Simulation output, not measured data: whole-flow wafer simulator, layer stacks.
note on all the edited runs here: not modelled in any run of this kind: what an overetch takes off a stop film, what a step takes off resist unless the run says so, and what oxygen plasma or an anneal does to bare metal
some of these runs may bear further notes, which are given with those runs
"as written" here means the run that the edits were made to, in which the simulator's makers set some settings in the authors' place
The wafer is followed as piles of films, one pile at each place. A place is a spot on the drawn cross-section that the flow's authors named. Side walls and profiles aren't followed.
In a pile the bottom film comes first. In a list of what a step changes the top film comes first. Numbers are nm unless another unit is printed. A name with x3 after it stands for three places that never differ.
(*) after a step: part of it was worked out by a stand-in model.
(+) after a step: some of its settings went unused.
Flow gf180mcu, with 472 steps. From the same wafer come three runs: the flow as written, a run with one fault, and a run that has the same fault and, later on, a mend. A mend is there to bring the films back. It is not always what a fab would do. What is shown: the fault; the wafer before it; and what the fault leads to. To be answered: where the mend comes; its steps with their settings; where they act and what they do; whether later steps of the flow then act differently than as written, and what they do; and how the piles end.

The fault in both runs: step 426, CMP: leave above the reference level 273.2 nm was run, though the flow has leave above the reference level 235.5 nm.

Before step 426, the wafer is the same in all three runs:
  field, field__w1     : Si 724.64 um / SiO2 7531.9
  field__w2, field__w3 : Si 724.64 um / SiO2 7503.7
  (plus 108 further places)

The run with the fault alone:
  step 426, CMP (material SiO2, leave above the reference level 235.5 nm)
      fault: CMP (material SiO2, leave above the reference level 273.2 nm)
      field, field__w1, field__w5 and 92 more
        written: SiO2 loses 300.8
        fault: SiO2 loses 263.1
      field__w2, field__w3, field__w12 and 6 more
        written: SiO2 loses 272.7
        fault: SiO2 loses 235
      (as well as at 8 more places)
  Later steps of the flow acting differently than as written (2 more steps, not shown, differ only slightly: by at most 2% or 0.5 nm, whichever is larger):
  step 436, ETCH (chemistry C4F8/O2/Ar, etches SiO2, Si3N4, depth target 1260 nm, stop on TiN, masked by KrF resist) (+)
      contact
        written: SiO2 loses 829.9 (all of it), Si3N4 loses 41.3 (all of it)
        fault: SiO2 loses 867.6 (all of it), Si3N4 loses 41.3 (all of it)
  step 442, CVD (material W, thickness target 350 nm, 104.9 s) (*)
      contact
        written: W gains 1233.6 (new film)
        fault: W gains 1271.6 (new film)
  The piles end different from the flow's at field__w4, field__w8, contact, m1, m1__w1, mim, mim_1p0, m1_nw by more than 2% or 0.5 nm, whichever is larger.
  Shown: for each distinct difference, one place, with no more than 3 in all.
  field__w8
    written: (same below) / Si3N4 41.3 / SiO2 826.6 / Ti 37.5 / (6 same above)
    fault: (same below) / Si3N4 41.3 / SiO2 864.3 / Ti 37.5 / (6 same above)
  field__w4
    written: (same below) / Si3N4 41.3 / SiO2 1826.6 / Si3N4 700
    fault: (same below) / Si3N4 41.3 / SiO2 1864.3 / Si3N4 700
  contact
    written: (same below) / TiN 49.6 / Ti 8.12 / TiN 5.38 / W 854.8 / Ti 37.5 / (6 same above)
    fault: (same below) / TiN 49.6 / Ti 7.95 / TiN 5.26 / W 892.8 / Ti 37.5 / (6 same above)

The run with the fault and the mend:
  After step 434 comes the mend.
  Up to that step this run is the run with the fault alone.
  step 434a, STRIP (chemistry O2/N2, power 2160 W, pressure 1700 mTorr) (*)
      field, field__w1, field__w2 and 108 more
        KrF resist loses 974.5 (all of it), anti-reflective coat loses 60 (all of it)
      contact
        anti-reflective coat loses 60 (all of it)
  step 434b, CMP (material SiO2, leave above the reference level 235.5 nm) (the flow's step 426, run once more)
      field, field__w1, field__w2 and 109 more
        SiO2 loses 37.7
  step 434c, HMDS (120 C, 60 s) (the flow's step 428, run once more)
      does not change any film at any place that is followed
  step 434d, COAT (anti-reflective coat, thickness 60 nm, 182 C, 71 s) (the flow's step 429, run once more)
      field, field__w1, field__w2 and 109 more
        anti-reflective coat gains 60 (new film)
  step 434e, COAT (KrF resist, thickness 1000 nm) (the flow's step 430, run once more)
      field, field__w1, field__w2 and 109 more
        KrF resist gains 1000 (new film)
  step 434f, SOFTBAKE (KrF resist) (the flow's step 431, run once more)
      does not change any film at any place that is followed
  step 434g, EXPOSE (photomask Via5) (the flow's step 432, run once more)
      does not change any film at any place that is followed
  step 434h, PEB (KrF resist, 135 C, 90 s) (the flow's step 433, run once more)
      field, field__w1, field__w2 and 109 more
        KrF resist loses 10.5
  step 434i, DEVELOP (KrF resist, thickness 1000 nm, 60 s) (the flow's step 434, run once more)
      field, field__w1, field__w2 and 108 more
        KrF resist loses 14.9
      contact
        KrF resist loses 989.5 (all of it)
  None of the later steps of the flow acts differently than as written at any place that is followed.
  At every place that both follow, the piles at the end match the flow's.
